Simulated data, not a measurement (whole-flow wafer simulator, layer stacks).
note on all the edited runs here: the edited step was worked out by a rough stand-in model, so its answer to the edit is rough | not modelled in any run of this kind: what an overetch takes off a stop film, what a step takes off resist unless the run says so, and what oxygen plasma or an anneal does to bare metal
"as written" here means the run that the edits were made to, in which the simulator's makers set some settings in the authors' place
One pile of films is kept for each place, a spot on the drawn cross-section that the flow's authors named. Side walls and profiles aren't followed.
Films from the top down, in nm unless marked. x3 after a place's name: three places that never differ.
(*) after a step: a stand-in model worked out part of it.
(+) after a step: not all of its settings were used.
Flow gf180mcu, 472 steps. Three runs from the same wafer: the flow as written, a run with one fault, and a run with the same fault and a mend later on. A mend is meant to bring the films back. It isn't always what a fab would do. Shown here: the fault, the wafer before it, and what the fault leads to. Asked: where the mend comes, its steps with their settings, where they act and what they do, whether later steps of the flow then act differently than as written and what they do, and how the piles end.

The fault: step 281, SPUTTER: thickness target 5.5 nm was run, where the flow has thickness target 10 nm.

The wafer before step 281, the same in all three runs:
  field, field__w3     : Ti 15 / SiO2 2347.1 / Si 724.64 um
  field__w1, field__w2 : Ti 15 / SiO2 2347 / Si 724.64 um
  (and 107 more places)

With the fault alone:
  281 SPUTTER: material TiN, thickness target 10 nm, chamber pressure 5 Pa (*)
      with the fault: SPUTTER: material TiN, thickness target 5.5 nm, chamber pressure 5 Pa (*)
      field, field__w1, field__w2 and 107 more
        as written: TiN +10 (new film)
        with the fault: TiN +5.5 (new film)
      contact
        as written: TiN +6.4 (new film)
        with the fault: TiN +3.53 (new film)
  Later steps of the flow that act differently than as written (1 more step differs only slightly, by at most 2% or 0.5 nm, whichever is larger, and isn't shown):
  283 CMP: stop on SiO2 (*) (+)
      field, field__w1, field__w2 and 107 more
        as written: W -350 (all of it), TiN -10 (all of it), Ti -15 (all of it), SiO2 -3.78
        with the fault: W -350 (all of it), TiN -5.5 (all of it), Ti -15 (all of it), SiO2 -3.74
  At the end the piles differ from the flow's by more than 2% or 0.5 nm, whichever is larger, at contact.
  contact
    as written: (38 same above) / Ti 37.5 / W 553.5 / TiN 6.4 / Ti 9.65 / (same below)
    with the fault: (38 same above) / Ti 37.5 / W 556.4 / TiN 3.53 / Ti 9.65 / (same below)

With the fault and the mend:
  The mend comes after step 281.
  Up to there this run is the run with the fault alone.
  281a SPUTTER: material TiN, thickness target 4.5 nm, chamber pressure 5 Pa (*) (the flow's step 281 once more, with other settings)
      field, field__w1, field__w2 and 107 more
        TiN +4.5
      contact
        TiN +2.88
  No later step of the flow acts differently than as written at any place that is followed.
  At the end the piles are the same as the flow's at every place that both follow.
